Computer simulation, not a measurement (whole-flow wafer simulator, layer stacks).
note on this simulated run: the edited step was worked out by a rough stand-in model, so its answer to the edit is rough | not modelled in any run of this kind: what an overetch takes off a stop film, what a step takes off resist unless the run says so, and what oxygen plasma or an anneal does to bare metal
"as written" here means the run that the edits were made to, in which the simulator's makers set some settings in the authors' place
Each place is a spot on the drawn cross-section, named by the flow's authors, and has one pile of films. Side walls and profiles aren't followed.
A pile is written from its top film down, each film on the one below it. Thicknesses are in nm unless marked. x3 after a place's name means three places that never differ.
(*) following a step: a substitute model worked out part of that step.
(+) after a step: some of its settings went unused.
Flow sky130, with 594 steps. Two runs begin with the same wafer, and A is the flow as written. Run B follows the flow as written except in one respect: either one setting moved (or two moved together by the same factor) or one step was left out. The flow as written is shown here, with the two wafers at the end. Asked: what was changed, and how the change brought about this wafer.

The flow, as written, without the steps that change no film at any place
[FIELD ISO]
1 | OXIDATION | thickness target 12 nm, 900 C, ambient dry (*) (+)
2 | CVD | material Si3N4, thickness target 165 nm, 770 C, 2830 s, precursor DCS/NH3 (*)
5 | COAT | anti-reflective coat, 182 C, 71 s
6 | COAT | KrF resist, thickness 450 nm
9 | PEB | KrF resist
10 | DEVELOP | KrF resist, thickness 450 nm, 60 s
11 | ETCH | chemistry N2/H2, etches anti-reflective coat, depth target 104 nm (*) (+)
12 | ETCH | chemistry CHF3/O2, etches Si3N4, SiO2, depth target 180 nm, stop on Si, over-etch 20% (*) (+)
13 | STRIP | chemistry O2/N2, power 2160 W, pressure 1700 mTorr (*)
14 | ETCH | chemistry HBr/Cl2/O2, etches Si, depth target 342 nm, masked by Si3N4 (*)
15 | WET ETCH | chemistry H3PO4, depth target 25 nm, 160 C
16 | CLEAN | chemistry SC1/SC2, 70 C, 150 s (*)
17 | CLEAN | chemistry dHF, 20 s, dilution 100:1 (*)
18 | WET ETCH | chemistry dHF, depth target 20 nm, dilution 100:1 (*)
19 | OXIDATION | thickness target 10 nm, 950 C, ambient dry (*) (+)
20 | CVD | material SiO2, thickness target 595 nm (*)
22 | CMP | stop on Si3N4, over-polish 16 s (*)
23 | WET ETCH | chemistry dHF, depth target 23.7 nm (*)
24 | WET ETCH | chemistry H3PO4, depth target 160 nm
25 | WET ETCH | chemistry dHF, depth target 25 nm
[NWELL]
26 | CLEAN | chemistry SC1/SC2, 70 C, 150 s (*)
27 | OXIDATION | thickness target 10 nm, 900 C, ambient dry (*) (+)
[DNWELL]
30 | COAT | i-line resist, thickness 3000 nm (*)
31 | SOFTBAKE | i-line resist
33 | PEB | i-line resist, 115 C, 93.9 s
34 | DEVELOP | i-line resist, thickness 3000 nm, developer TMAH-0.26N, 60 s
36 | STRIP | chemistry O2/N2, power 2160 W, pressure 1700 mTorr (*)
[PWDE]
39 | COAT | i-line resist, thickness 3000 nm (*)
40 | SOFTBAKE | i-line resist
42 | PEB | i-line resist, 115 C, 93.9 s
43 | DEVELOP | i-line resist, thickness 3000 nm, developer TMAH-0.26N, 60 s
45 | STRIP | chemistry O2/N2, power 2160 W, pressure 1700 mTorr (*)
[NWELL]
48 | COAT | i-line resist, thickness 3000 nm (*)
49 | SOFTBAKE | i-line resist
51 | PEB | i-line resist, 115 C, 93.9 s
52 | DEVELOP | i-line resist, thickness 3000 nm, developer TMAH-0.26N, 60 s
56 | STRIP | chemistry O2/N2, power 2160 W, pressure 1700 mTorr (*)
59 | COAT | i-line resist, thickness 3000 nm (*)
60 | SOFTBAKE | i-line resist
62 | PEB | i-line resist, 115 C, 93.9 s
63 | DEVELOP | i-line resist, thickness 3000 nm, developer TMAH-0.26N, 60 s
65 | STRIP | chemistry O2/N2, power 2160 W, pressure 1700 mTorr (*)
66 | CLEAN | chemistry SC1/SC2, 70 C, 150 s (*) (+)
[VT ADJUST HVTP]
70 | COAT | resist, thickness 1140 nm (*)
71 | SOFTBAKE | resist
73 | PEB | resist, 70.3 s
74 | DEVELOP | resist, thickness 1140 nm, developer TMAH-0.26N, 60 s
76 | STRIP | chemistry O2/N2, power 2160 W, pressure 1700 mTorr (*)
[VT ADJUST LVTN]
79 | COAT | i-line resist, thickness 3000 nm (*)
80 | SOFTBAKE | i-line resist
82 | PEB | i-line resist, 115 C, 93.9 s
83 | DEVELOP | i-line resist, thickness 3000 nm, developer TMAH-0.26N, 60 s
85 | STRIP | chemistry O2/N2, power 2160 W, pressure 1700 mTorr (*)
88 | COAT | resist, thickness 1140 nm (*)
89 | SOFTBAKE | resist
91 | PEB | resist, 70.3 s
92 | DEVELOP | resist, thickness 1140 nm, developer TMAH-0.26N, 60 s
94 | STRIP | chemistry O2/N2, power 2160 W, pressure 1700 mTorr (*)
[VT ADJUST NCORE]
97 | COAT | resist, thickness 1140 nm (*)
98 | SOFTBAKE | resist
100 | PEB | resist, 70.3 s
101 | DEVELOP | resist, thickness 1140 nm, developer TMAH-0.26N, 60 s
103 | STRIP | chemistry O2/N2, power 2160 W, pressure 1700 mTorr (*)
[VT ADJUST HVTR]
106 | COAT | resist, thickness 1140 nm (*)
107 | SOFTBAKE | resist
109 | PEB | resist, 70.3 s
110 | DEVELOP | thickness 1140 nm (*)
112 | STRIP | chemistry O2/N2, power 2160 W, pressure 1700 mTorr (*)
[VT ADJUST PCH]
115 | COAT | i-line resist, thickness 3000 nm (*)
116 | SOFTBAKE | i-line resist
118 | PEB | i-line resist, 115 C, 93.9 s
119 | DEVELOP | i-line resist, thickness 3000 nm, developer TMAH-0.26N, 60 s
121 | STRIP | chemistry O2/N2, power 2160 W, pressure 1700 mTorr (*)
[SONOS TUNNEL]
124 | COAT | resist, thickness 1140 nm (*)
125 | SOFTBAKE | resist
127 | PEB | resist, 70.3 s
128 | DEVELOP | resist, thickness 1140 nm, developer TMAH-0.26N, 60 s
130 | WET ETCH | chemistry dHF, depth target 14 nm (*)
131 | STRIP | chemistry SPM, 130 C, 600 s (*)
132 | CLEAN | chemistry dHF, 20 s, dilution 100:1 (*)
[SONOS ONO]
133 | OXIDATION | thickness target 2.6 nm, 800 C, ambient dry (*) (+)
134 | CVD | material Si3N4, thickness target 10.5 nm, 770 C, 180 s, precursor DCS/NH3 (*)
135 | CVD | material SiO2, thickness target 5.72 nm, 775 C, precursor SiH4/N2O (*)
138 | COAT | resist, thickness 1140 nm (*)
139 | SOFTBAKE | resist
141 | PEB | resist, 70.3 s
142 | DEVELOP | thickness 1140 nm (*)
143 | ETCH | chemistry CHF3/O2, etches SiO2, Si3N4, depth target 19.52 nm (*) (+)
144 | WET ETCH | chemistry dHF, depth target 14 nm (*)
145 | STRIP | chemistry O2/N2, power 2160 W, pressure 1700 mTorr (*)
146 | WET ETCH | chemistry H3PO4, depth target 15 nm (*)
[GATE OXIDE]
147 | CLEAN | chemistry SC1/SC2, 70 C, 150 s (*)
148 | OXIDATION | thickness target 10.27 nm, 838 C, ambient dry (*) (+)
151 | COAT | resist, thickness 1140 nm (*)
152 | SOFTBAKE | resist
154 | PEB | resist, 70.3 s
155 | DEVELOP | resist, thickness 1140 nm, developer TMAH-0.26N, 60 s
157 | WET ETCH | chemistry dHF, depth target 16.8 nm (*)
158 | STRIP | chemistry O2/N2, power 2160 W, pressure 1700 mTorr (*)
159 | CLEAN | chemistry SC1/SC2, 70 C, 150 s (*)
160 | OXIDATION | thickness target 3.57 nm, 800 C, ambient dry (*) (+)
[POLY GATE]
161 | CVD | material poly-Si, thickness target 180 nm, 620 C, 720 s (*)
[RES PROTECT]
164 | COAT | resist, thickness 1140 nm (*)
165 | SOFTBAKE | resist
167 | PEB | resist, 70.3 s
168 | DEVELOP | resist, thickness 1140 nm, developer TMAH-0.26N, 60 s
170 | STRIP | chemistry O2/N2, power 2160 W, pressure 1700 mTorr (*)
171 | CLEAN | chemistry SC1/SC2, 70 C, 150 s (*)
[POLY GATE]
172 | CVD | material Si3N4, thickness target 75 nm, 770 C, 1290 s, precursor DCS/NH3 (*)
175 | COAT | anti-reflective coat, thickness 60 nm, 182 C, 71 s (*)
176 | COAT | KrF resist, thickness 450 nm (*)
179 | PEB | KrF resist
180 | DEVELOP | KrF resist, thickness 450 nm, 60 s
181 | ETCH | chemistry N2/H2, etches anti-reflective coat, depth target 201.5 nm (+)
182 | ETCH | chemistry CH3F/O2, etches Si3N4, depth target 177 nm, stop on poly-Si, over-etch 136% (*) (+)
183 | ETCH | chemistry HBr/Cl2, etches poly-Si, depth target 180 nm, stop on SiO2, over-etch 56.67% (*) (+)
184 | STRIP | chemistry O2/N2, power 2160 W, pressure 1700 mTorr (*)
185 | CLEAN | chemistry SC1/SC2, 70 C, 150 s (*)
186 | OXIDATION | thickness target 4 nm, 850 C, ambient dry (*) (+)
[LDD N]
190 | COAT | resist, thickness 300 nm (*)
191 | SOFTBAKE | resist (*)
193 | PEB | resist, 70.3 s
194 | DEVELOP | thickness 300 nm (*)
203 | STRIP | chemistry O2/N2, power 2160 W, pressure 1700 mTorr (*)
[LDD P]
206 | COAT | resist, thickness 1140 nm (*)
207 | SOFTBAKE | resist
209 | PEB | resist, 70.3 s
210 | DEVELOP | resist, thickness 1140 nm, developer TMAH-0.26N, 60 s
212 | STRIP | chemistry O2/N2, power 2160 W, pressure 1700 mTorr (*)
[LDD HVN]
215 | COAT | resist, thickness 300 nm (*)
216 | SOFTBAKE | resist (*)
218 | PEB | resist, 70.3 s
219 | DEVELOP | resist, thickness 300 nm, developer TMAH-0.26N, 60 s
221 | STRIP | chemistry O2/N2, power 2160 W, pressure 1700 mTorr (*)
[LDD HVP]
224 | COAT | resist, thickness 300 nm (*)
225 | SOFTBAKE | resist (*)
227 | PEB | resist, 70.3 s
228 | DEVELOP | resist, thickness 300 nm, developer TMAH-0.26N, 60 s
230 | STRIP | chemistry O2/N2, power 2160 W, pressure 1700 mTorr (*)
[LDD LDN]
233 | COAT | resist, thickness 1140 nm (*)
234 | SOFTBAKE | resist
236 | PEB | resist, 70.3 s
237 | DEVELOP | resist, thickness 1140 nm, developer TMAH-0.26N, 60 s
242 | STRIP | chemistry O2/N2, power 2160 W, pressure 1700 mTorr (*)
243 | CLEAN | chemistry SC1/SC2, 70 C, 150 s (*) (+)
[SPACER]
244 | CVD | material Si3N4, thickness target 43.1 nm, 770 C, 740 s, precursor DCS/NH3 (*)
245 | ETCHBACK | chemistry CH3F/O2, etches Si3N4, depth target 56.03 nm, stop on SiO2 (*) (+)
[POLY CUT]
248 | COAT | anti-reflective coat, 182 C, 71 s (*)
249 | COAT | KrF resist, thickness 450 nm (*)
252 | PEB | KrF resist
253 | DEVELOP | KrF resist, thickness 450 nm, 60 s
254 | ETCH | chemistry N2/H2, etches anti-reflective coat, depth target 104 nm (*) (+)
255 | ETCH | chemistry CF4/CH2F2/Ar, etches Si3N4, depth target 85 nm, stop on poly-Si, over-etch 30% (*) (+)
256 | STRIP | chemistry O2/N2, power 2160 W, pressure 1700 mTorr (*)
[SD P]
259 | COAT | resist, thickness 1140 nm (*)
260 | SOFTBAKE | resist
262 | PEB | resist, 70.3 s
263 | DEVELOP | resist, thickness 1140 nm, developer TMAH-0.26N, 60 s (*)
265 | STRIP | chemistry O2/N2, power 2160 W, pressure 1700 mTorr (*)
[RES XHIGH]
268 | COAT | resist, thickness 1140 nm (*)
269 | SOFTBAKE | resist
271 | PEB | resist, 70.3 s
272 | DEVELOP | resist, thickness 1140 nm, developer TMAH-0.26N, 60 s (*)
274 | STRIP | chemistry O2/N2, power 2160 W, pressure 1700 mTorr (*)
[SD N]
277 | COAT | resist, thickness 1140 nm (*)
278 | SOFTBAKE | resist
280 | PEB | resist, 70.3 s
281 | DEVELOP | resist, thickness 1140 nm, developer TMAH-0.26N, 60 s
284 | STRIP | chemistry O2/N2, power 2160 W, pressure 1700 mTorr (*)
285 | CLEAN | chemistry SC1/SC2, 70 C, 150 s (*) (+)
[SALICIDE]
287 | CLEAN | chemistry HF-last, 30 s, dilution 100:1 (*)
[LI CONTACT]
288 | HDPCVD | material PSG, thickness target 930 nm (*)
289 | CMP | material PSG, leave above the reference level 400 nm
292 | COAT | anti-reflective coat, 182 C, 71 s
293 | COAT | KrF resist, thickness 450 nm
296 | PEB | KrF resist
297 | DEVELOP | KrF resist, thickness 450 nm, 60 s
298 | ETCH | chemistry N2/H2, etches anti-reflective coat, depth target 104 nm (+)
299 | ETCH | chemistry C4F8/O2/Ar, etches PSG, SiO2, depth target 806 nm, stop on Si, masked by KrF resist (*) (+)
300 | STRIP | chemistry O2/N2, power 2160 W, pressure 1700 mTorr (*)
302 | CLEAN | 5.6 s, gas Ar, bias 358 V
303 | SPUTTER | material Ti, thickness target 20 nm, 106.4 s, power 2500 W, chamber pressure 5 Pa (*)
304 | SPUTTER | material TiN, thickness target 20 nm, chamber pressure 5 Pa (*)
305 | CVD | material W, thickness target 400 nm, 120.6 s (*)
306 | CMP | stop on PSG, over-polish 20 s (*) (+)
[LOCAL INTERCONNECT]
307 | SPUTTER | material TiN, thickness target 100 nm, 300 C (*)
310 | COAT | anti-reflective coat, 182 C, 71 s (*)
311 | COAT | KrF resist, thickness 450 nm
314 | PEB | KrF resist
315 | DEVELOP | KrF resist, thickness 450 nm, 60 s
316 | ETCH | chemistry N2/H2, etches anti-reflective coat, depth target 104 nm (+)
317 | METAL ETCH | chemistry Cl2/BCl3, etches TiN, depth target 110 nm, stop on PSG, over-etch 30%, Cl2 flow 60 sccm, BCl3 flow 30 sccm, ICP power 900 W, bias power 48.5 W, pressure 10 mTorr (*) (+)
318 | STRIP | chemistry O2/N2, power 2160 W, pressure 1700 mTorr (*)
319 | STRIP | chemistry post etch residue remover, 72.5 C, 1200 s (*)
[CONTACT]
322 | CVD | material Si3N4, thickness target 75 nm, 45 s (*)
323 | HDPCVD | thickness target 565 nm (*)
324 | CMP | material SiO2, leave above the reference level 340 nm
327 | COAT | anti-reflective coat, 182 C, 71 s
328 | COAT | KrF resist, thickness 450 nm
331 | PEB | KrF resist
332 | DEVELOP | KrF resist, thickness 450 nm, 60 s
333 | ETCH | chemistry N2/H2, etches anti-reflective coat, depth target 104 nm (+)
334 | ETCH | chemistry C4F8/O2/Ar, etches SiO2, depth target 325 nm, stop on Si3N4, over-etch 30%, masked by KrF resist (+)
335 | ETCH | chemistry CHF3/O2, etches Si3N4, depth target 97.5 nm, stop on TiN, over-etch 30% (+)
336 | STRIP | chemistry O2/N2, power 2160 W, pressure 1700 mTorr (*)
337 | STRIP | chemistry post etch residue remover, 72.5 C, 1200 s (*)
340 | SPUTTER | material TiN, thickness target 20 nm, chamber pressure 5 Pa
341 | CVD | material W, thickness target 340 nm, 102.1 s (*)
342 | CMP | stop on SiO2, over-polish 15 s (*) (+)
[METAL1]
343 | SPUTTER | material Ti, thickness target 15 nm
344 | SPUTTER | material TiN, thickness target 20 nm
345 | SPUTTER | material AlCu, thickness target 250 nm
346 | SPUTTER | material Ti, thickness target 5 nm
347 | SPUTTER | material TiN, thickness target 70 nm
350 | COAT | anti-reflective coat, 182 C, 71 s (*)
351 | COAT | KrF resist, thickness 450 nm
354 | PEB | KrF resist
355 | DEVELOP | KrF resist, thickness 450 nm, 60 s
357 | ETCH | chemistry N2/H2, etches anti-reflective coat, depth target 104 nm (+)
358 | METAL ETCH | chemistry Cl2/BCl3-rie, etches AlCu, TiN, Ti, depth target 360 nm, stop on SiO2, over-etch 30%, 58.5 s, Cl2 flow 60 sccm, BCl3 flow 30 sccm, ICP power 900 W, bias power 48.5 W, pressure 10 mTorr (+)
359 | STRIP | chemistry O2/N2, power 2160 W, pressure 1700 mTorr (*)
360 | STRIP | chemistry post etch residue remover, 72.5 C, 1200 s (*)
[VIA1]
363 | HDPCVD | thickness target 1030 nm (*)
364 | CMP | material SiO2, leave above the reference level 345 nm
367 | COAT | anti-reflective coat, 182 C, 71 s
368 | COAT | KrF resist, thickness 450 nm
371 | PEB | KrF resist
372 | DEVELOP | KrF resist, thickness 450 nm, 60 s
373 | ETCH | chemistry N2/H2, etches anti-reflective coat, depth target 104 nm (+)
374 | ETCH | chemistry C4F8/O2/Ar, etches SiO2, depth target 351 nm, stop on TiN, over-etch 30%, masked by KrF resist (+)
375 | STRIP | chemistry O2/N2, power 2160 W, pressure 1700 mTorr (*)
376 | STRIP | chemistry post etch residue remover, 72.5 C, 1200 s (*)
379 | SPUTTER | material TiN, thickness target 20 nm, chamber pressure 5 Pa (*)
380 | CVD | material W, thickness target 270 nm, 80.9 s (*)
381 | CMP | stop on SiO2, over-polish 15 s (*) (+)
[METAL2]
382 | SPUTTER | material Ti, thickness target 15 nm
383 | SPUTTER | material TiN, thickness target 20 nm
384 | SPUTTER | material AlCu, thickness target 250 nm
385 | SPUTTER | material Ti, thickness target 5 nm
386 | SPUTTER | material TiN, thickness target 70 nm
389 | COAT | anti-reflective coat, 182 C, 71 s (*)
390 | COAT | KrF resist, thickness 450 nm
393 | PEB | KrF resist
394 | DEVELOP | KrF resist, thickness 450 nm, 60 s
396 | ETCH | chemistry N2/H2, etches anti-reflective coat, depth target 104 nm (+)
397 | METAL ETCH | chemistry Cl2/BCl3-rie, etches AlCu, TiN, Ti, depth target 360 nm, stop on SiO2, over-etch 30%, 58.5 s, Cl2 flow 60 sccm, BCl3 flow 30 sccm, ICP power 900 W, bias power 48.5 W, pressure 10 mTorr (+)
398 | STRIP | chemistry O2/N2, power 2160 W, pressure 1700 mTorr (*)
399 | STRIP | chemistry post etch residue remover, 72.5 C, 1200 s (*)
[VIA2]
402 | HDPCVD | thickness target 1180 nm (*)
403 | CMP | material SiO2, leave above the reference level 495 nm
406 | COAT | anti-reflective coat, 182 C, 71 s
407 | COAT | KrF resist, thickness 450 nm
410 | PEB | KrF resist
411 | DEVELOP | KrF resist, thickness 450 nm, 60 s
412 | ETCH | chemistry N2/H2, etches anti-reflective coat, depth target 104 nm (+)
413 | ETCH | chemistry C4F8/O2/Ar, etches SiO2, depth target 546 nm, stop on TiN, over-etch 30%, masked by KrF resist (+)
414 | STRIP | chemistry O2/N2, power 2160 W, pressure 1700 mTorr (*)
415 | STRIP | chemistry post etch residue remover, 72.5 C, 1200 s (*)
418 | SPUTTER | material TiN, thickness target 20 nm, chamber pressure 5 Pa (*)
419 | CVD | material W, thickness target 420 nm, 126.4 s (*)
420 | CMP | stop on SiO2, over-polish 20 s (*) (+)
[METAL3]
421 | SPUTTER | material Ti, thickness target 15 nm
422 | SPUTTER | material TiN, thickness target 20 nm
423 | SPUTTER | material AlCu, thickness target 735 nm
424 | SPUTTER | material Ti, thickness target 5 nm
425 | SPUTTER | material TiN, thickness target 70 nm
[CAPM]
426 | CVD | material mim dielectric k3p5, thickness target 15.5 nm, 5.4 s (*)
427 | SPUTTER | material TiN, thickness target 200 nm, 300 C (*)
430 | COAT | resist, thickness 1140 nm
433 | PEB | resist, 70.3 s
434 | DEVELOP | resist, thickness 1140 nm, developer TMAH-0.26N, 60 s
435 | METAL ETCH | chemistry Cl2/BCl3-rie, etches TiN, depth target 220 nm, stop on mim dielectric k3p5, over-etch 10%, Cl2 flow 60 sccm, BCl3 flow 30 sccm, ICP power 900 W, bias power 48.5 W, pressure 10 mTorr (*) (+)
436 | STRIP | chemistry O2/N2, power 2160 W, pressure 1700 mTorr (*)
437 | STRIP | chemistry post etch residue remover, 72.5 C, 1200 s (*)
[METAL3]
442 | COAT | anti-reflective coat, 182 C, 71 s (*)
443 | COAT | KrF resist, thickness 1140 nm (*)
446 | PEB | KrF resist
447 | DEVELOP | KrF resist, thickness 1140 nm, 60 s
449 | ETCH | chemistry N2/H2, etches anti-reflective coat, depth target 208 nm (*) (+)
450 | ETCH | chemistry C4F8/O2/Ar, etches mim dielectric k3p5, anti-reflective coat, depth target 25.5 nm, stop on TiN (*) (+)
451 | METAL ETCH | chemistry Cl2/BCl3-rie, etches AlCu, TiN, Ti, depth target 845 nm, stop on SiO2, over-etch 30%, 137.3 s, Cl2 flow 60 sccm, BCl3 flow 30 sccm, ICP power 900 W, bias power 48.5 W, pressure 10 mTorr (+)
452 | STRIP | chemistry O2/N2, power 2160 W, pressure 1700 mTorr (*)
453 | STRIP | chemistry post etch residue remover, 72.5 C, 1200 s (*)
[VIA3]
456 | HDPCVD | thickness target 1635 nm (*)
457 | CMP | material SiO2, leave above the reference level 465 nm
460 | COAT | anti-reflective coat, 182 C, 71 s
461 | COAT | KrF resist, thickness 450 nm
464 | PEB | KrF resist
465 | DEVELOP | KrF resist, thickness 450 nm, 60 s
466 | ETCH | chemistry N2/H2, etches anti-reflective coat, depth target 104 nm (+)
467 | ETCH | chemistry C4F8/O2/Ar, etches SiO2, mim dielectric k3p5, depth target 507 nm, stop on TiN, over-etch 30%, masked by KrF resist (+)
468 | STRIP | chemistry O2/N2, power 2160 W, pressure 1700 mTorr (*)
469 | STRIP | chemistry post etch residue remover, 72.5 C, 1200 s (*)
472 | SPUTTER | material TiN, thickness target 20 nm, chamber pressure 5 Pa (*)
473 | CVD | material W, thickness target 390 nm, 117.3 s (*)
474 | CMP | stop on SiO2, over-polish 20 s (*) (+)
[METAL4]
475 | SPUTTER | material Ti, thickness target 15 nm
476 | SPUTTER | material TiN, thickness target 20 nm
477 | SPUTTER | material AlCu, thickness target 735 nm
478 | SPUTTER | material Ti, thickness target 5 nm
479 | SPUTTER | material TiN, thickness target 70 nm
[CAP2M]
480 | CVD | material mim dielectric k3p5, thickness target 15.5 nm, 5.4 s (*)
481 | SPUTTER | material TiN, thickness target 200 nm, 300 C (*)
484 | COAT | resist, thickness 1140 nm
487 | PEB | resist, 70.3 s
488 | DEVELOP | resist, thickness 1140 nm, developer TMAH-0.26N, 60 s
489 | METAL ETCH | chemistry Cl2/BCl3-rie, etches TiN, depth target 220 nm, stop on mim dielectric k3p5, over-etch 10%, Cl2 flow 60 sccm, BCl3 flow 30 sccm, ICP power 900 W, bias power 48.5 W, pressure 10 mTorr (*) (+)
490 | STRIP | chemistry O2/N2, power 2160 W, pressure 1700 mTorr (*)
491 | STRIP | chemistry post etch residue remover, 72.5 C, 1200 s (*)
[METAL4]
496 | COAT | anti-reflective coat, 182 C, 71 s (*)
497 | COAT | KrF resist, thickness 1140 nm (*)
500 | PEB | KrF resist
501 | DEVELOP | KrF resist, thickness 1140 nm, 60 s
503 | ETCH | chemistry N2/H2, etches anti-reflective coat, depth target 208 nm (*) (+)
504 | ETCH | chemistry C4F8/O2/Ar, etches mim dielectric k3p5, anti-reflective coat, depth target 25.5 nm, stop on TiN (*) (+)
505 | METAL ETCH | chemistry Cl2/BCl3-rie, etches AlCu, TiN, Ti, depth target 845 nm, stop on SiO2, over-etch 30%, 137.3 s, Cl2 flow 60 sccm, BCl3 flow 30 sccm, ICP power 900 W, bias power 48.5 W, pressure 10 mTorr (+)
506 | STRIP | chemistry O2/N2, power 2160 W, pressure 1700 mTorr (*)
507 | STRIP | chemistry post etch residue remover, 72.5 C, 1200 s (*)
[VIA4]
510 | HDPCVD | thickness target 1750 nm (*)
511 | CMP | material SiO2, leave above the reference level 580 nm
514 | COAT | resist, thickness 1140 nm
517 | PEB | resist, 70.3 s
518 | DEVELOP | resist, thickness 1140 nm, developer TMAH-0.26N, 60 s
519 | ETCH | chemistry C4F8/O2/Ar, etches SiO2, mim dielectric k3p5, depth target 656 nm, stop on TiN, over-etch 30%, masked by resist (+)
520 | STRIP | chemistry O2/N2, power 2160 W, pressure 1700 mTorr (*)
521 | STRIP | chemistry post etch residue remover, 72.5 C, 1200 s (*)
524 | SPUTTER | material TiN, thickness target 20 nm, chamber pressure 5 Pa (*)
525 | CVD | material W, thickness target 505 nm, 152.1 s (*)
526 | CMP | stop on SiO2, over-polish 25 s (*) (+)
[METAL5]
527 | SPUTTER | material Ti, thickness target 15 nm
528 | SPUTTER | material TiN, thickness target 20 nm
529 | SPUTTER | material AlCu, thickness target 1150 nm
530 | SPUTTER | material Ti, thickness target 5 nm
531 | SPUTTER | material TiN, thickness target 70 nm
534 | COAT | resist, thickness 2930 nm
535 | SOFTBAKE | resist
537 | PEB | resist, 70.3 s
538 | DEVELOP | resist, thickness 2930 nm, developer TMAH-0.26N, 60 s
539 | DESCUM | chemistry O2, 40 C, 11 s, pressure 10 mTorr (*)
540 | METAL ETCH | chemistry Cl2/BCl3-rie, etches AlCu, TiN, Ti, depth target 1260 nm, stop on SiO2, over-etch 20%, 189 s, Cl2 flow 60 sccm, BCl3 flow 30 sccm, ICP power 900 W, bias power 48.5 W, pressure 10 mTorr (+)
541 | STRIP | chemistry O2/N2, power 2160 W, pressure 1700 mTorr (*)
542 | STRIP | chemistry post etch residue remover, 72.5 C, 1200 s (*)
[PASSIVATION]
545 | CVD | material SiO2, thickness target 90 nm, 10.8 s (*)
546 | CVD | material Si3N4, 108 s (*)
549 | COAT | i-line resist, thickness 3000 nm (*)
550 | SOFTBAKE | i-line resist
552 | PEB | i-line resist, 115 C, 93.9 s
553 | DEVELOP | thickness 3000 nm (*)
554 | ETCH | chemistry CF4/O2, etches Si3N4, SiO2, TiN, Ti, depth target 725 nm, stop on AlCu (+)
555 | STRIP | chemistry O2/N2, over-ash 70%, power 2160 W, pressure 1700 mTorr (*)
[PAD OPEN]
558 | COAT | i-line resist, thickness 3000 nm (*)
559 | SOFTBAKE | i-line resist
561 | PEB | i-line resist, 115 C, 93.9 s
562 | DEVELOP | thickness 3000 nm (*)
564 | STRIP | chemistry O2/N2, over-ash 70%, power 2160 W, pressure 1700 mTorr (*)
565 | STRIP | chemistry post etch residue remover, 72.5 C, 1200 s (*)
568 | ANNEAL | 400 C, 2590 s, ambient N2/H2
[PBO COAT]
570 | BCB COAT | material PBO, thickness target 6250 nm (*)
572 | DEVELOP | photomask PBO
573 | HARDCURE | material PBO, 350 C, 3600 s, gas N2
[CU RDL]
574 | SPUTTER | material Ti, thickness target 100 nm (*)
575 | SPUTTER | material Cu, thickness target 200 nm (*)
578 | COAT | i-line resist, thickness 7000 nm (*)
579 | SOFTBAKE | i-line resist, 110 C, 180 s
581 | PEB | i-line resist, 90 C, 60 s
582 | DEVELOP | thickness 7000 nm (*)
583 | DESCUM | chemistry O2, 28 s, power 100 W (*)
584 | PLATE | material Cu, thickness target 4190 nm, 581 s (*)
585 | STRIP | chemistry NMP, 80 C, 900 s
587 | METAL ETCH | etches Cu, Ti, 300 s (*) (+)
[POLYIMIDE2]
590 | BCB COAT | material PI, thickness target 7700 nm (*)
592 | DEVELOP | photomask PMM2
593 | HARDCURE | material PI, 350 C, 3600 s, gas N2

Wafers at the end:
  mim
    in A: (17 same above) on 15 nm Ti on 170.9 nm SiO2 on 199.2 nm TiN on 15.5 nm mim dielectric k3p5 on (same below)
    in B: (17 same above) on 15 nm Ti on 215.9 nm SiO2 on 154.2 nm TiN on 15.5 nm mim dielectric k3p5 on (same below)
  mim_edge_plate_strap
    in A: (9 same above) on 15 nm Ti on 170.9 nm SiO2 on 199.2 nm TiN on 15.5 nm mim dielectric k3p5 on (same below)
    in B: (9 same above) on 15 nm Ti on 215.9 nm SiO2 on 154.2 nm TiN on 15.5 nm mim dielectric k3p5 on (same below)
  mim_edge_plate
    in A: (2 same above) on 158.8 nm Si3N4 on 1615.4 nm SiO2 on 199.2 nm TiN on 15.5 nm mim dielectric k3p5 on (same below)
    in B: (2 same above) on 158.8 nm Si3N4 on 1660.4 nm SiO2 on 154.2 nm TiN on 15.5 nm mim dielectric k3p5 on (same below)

Cause: step 427, SPUTTER: thickness target 155 nm was run, whereas the flow has thickness target 200 nm.

How this came from the change, step by step:
  427 | SPUTTER | material TiN, thickness target 200 nm, 300 C (*)
      field, active, n_well and 188 more: A TiN gains 200 (new film) | B TiN gains 155 (new film)
  435 | METAL ETCH | chemistry Cl2/BCl3-rie, etches TiN, depth target 220 nm, stop on mim dielectric k3p5, over-etch 10%, Cl2 flow 60 sccm, BCl3 flow 30 sccm, ICP power 900 W, bias power 48.5 W, pressure 10 mTorr (*) (+)
      field, active, n_well and 185 more: A TiN loses 200 (all of it) | B TiN loses 155 (all of it)
      mim, mim_edge_plate_strap, mim_edge_plate: A resist loses 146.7 | B resist loses 113.7
  436 | STRIP | chemistry O2/N2, power 2160 W, pressure 1700 mTorr (*)
      mim, mim_edge_plate_strap, mim_edge_plate: A resist loses 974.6 (all of it) | B resist loses 1007.6 (all of it)
  442 | COAT | anti-reflective coat, 182 C, 71 s (*)
      rpm_encl, rpm_encl_psd, rpm_encl_urpm: A anti-reflective coat gains 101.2 (new film) | B anti-reflective coat gains 104.2 (new film)
      poly_licon, rpo_hd_licon: A anti-reflective coat gains 57.6 (new film) | B anti-reflective coat gains 70 (new film)
      (also at 6 further places)
  443 | COAT | KrF resist, thickness 1140 nm (*)
      mim_edge_plate_strap, mim_edge_plate: A KrF resist gains 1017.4 (new film) | B KrF resist gains 1062.4 (new film)
      mim: A KrF resist gains 1025.5 (new film) | B KrF resist gains 1065.8 (new film)
  449 | ETCH | chemistry N2/H2, etches anti-reflective coat, depth target 208 nm (*) (+)
      rpm_encl, rpm_encl_psd, rpm_encl_urpm: A anti-reflective coat loses 101.2 (all of it) | B anti-reflective coat loses 104.2 (all of it)
      poly_licon, rpo_hd_licon: A anti-reflective coat loses 57.6 (all of it) | B anti-reflective coat loses 70 (all of it)
      (also at 3 further places)
  452 | STRIP | chemistry O2/N2, power 2160 W, pressure 1700 mTorr (*)
      mim_edge_plate_strap, mim_edge_plate: A KrF resist loses 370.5 (all of it), anti-reflective coat loses 3 (all of it) | B KrF resist loses 415.4 (all of it), anti-reflective coat loses 3 (all of it)
      mim: A KrF resist loses 378.7 (all of it), anti-reflective coat loses 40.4 (all of it) | B KrF resist loses 418.9 (all of it), anti-reflective coat loses 31.4 (all of it)
      (also at 2 further places)
  457 | CMP | material SiO2, leave above the reference level 465 nm
      mim, mim_edge_plate_strap, mim_edge_plate: A SiO2 loses 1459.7 | B SiO2 loses 1414.7
